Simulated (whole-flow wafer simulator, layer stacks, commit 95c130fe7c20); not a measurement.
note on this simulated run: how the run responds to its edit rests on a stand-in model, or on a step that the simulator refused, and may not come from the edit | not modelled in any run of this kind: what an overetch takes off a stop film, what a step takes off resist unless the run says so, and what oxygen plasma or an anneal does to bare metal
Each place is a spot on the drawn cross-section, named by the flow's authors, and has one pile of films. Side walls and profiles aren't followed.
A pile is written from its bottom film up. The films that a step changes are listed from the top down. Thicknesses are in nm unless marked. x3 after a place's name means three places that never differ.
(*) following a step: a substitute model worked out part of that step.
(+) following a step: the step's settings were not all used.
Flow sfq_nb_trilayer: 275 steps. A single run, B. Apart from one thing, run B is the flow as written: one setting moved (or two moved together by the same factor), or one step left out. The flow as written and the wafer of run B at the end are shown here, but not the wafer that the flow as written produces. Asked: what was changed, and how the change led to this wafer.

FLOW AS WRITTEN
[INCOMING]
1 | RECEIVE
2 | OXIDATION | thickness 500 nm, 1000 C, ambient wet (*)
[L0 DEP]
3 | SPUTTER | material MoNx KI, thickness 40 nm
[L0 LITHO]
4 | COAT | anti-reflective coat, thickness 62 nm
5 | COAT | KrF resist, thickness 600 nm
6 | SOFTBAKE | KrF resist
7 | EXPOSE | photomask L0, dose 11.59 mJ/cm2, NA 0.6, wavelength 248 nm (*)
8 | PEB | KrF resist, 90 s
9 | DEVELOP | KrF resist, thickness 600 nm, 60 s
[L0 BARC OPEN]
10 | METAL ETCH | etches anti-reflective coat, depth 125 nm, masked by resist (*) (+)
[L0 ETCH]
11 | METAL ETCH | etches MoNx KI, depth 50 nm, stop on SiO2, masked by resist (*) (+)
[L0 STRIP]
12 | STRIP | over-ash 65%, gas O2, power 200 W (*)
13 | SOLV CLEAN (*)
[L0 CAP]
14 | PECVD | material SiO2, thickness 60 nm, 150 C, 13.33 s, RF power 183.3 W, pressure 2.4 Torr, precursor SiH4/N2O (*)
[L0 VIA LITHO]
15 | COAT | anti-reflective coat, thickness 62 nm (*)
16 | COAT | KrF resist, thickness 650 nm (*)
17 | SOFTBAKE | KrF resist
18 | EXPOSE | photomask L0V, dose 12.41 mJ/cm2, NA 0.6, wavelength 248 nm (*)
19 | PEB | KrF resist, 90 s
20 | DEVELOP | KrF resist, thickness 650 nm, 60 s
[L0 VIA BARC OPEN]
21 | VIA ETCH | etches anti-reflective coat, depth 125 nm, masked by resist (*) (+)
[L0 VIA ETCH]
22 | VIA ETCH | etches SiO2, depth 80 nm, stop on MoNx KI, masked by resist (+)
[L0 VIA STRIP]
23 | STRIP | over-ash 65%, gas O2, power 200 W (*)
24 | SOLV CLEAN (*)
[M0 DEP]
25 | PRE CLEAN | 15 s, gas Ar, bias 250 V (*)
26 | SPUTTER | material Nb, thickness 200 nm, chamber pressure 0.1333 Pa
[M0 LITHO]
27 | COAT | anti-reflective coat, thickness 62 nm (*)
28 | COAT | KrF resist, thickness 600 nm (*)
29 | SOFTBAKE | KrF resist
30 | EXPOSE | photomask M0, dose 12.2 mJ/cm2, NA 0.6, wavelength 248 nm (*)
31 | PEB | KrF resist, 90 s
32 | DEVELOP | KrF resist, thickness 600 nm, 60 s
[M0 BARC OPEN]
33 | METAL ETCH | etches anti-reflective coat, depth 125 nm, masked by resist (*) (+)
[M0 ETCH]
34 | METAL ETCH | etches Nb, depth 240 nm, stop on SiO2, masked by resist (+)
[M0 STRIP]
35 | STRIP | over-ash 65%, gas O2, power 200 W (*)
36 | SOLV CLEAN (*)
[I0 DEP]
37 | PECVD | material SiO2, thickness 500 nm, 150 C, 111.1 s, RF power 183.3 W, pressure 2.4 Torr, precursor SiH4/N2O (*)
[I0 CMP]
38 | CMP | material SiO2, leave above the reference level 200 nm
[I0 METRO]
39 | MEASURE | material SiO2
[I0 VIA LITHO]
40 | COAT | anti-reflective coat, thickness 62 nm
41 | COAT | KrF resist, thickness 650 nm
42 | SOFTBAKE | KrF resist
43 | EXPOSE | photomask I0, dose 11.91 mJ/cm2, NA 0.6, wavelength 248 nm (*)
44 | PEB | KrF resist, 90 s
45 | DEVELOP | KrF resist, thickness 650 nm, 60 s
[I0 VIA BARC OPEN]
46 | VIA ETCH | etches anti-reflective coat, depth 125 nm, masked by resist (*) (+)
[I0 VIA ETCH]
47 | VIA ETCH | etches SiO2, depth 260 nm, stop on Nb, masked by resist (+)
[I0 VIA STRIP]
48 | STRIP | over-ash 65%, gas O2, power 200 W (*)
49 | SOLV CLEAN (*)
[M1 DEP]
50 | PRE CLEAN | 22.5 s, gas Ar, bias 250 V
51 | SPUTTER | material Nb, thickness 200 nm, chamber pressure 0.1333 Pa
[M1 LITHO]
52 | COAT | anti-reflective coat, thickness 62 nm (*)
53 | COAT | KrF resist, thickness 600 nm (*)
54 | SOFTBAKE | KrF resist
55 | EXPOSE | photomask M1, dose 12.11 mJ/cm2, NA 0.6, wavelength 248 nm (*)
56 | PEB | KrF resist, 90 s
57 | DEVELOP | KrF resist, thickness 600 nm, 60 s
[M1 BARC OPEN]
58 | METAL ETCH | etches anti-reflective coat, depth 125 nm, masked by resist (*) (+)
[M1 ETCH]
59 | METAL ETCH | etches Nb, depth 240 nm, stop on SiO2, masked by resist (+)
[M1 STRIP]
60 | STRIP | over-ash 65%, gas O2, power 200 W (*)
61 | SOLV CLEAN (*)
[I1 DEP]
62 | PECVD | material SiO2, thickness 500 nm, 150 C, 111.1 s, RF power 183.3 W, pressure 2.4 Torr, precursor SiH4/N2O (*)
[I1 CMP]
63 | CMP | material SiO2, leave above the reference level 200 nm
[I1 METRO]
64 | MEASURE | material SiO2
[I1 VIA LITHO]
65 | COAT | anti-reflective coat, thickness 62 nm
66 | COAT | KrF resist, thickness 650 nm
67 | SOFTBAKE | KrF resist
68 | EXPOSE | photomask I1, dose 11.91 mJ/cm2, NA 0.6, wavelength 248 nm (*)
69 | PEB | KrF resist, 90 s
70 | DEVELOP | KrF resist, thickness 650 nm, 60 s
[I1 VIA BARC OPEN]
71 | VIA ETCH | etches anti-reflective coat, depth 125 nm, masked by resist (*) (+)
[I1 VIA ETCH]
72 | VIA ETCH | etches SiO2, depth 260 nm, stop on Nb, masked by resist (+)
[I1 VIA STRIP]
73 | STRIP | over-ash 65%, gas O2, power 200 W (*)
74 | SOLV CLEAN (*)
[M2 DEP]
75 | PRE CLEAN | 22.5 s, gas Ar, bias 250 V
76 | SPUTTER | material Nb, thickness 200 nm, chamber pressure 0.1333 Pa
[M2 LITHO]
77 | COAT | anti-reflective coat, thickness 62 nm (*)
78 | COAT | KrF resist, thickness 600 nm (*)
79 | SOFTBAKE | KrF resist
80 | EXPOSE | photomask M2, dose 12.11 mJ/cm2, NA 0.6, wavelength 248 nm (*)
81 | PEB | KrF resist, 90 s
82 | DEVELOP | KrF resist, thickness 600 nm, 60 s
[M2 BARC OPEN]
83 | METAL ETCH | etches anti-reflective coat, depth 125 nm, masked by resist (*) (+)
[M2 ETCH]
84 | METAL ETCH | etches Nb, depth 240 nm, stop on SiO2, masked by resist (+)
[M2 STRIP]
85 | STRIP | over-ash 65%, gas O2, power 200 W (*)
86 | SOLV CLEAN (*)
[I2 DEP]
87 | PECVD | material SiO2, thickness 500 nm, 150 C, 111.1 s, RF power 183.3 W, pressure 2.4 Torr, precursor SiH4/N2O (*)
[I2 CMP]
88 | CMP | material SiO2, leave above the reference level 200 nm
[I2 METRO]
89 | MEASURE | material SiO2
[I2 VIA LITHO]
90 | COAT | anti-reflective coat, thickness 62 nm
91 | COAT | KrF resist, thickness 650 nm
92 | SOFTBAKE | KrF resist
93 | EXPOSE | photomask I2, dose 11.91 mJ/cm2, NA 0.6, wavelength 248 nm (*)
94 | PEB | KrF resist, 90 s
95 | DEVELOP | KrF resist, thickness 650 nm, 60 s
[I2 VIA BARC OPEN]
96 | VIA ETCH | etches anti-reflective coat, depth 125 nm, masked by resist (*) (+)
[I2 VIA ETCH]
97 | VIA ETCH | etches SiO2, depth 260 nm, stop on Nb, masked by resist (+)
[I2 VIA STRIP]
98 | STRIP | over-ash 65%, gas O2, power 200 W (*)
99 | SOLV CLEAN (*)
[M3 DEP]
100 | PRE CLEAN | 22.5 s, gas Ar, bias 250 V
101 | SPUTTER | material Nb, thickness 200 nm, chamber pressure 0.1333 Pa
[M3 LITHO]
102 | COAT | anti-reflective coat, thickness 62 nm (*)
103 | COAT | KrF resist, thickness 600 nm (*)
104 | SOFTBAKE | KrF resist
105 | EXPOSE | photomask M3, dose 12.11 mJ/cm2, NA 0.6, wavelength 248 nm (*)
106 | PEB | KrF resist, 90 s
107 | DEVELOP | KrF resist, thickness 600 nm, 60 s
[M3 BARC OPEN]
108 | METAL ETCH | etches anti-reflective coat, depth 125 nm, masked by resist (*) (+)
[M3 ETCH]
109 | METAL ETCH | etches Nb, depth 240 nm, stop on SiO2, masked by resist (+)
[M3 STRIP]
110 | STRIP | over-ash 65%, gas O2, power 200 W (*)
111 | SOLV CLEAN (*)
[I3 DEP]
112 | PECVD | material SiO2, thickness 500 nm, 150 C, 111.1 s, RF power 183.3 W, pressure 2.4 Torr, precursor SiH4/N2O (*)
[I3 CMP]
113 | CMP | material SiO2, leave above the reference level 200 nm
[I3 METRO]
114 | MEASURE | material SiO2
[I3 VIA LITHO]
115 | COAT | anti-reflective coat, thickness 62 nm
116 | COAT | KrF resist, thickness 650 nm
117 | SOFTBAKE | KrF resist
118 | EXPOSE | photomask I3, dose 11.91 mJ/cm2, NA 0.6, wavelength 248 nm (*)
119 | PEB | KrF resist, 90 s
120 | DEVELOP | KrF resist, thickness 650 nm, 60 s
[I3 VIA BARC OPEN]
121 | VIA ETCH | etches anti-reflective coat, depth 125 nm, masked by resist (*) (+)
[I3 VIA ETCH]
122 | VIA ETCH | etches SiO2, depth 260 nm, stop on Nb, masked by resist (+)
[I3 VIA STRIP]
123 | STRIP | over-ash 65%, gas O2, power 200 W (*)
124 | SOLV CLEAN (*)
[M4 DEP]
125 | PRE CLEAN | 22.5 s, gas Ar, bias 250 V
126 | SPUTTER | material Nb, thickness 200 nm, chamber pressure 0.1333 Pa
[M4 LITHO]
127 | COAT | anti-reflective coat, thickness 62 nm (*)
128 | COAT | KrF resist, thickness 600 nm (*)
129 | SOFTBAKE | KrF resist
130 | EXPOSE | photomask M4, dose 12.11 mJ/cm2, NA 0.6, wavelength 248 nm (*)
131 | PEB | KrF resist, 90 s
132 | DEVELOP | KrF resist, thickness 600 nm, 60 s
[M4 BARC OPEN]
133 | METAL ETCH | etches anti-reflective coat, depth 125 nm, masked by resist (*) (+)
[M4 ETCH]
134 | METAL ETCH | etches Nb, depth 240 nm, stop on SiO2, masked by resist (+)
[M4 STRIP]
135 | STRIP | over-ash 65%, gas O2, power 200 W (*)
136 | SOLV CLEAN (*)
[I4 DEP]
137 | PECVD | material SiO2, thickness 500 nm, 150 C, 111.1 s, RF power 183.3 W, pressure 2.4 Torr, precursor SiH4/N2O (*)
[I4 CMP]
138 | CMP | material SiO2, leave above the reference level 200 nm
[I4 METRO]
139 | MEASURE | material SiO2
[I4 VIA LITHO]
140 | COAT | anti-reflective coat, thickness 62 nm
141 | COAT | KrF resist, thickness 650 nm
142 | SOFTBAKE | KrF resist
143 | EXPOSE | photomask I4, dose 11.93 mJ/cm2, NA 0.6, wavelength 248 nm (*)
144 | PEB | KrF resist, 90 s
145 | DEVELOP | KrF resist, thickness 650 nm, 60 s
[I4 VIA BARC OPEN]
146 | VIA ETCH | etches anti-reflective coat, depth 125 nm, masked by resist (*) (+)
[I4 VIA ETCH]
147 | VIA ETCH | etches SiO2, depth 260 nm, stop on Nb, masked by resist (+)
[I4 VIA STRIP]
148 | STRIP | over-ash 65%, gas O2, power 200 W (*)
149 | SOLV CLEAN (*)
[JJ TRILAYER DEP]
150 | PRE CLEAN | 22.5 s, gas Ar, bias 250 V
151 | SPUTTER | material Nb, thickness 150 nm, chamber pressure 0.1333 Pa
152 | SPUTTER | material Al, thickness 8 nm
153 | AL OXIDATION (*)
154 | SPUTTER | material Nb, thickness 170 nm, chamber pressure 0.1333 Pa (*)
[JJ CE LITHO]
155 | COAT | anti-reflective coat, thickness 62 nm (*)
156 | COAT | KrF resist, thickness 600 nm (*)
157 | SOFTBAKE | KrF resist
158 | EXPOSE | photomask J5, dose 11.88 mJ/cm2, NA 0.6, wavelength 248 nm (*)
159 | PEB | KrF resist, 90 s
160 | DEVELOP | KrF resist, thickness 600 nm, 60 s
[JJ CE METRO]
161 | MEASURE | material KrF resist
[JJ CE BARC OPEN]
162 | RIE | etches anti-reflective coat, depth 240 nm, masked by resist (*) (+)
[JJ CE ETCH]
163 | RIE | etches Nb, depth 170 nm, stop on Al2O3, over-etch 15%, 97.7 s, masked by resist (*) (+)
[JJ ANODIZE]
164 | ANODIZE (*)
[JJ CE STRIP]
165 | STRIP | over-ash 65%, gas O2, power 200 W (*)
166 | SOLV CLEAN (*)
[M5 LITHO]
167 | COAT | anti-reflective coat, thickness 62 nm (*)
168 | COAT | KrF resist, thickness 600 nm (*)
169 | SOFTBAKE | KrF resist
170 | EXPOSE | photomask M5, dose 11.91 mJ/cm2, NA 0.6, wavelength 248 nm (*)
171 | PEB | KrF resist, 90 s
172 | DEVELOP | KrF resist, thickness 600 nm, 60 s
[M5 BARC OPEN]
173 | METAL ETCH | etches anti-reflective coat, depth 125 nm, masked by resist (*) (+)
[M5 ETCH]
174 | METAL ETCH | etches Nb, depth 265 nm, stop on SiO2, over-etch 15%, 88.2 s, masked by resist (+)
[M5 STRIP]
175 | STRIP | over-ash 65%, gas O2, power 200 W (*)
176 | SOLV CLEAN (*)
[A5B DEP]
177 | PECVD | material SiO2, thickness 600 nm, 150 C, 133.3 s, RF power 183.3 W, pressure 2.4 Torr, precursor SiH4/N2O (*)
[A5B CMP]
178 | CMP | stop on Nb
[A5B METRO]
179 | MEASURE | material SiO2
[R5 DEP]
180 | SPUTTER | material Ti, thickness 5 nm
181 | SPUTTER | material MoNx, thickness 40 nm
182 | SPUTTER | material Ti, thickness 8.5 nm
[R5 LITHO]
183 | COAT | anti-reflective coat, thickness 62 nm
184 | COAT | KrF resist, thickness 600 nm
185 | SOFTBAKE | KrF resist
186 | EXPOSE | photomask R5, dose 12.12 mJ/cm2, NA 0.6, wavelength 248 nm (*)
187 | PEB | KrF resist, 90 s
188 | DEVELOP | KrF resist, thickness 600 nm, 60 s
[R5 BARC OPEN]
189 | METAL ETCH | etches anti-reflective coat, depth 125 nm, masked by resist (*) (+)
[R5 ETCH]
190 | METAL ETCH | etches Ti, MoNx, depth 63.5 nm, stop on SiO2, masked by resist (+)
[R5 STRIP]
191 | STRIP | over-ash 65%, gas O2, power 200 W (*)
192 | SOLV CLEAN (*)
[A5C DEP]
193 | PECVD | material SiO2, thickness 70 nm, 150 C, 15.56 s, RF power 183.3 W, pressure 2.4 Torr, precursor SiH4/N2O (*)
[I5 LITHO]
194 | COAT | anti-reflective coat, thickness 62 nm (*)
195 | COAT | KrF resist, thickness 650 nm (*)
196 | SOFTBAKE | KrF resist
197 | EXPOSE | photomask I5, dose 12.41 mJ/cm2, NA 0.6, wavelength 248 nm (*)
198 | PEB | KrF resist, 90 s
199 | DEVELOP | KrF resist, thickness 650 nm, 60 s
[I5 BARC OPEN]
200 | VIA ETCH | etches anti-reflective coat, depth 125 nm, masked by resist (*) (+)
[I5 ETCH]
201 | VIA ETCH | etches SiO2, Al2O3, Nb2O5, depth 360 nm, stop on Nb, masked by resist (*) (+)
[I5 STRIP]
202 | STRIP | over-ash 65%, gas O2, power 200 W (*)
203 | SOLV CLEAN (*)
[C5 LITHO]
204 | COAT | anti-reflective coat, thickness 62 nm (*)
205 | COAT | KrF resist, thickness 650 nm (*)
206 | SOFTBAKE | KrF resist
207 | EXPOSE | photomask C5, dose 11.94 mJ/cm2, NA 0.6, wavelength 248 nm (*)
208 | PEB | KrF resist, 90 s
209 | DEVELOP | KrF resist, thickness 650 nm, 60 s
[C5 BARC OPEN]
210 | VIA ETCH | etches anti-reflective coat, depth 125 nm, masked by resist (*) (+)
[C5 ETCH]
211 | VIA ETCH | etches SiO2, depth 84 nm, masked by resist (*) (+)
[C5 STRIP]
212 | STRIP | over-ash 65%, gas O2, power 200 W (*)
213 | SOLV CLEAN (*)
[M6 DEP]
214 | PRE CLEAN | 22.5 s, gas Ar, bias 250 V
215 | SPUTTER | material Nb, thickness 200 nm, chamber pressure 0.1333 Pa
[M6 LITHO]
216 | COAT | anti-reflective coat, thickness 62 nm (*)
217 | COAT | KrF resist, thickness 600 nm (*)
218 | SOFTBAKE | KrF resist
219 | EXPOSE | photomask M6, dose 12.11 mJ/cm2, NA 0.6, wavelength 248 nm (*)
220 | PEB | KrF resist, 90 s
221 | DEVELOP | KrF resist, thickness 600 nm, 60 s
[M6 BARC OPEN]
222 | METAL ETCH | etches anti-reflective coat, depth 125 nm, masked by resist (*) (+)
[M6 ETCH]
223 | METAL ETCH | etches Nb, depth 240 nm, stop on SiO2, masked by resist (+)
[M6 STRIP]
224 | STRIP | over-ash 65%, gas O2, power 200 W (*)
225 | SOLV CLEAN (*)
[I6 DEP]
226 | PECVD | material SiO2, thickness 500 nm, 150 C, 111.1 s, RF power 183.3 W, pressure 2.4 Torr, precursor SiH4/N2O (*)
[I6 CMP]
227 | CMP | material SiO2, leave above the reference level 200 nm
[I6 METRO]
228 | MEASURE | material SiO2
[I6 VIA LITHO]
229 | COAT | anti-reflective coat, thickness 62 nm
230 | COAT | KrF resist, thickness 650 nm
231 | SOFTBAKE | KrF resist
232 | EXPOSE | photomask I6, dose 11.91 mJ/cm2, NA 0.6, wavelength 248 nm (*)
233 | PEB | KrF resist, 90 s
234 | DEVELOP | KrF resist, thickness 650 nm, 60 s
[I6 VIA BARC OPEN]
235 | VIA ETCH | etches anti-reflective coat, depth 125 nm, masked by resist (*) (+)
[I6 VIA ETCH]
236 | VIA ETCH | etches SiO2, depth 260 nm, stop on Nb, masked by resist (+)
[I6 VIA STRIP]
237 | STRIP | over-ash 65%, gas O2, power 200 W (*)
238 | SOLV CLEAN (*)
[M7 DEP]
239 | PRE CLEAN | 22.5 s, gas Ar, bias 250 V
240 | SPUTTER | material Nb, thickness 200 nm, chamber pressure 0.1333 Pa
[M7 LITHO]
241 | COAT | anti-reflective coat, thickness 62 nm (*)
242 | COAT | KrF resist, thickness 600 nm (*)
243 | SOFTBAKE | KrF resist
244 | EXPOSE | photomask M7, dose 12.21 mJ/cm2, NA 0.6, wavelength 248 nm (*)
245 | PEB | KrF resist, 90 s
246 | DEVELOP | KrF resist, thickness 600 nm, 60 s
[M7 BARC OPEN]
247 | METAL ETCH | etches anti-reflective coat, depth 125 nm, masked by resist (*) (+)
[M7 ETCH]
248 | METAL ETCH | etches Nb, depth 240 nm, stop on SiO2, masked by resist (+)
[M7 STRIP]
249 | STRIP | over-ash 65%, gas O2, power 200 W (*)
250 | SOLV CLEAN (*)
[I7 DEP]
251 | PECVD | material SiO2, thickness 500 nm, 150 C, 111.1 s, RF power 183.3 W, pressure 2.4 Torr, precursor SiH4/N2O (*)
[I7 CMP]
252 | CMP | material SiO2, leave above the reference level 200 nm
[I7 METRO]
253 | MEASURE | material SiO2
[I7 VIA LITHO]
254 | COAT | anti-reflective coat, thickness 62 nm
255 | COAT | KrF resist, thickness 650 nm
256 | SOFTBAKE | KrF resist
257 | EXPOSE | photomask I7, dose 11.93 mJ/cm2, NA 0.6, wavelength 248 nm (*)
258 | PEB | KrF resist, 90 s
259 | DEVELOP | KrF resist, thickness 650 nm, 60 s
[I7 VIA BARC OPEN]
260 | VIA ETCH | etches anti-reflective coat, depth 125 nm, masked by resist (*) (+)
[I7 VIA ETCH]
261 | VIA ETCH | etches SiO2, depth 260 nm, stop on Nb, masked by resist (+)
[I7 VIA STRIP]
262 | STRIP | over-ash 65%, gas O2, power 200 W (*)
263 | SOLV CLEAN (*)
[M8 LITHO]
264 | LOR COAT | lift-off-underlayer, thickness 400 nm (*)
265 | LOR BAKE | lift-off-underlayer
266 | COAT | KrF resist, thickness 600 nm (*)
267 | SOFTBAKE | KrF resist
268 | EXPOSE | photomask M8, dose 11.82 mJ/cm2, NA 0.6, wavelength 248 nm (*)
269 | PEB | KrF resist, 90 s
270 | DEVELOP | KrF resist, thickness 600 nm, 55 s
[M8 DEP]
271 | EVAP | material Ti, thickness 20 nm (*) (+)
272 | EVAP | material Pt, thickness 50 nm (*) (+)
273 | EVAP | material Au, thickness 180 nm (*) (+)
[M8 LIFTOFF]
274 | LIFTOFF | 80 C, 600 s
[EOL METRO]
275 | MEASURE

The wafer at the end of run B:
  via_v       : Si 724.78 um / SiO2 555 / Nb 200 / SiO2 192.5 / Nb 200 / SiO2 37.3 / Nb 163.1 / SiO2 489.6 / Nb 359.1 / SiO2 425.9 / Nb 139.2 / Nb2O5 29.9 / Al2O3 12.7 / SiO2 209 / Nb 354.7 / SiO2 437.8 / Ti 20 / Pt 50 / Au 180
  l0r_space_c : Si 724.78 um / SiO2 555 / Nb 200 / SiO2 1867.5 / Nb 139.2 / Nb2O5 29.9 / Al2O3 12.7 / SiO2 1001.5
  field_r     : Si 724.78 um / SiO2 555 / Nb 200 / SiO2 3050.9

The reason: step 63, CMP: leave above the reference level 305 nm was run, while the flow as written has leave above the reference level 200 nm.

How this came from the change, step by step:
  63 | CMP | material SiO2, leave above the reference level 200 nm
      field_l, be, be_sur and 72 more: nothing (as written it would have been: -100 SiO2)
      lsp_m, ln_m6, lsp_r, l0_sur, l0v: nothing (as written it would have been: -94.9 SiO2)
      (and at 26 other places as well)
  65 | COAT | anti-reflective coat, thickness 62 nm
      m5r_linepad_l, m5r_linepad_r: +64 anti-reflective coat (new film) (as written it would have been: +62 anti-reflective coat (new film))
      r5r_spacepad_l, r5r_spacepad_r: +64.1 anti-reflective coat (new film) (as written it would have been: +62 anti-reflective coat (new film))
      (and at 5 other places as well)
  72 | VIA ETCH | etches SiO2, depth 260 nm, stop on Nb, masked by resist (+)
      via_v: -260 SiO2 (as written it would have been: -199.8 SiO2 (all of it))
  73 | STRIP | over-ash 65%, gas O2, power 200 W (*)
      m5r_linepad_l, m5r_linepad_r: -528 KrF resist (all of it), -64 anti-reflective coat (all of it) (as written it would have been: -528.6 KrF resist (all of it), -62 anti-reflective coat (all of it))
      r5r_spacepad_l, r5r_spacepad_r: -528.3 KrF resist (all of it), -64.1 anti-reflective coat (all of it) (as written it would have been: -528.6 KrF resist (all of it), -62 anti-reflective coat (all of it))
      (and at 5 other places as well)
  75 | PRE CLEAN | 22.5 s, gas Ar, bias 250 V
      via_v: -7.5 SiO2 (as written it would have been: -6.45 Nb)
  76 | SPUTTER | material Nb, thickness 200 nm, chamber pressure 0.1333 Pa
      via_v: +163.1 Nb (new film) (as written it would have been: +174.5 Nb)
  77 | COAT | anti-reflective coat, thickness 62 nm (*)
      m5r_linepad_l, m5r_linepad_r: +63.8 anti-reflective coat (new film) (as written it would have been: +62 anti-reflective coat (new film))
      r5r_spacepad_l, r5r_spacepad_r: +63.9 anti-reflective coat (new film) (as written it would have been: +62 anti-reflective coat (new film))
      (and at 8 other places as well)
  78 | COAT | KrF resist, thickness 600 nm (*)
      via_v: +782 KrF resist (new film) (as written it would have been: +733.7 KrF resist (new film))
  83 | METAL ETCH | etches anti-reflective coat, depth 125 nm, masked by resist (*) (+)
      m5r_linepad_l, m5r_linepad_r: -63.8 anti-reflective coat (all of it) (as written it would have been: -62 anti-reflective coat (all of it))
      r5r_spacepad_l, r5r_spacepad_r: -63.9 anti-reflective coat (all of it) (as written it would have been: -62 anti-reflective coat (all of it))
      (and at 4 other places as well)
  85 | STRIP | over-ash 65%, gas O2, power 200 W (*)
      v_sur: -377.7 KrF resist (all of it), -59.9 anti-reflective coat (all of it) (as written it would have been: -380 KrF resist (all of it), -61.4 anti-reflective coat (all of it))
      via_sp: -368.7 KrF resist (all of it), -51.6 anti-reflective coat (all of it) (as written it would have been: -374.4 KrF resist (all of it), -53.2 anti-reflective coat (all of it))
      (and at 2 other places as well)
  87 | PECVD | material SiO2, thickness 500 nm, 150 C, 111.1 s, RF power 183.3 W, pressure 2.4 Torr, precursor SiH4/N2O (*)
      via_v: +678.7 SiO2 (new film) (as written it would have been: +606 SiO2 (new film))
  88 | CMP | material SiO2, leave above the reference level 200 nm
      field_l, be, be_sur and 72 more: -95 SiO2 (as written it would have been: -100 SiO2)
      lsp_m, ln_m6, lsp_r, l0_sur, l0v: -89.9 SiO2 (as written it would have been: -100 SiO2)
Taking metal films that touch as one body, via_v has 7 bodies (between them, from the top down: SiO2 437.8; SiO2 209 / Al2O3 12.7 / Nb2O5 29.9; SiO2 425.9; SiO2 489.6; SiO2 37.3; SiO2 192.5); the flow as written gives 6 bodies (between them, from the top down: SiO2 437.8; SiO2 209 / Al2O3 12.7 / Nb2O5 29.9; SiO2 425.9; SiO2 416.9; SiO2 192.5).
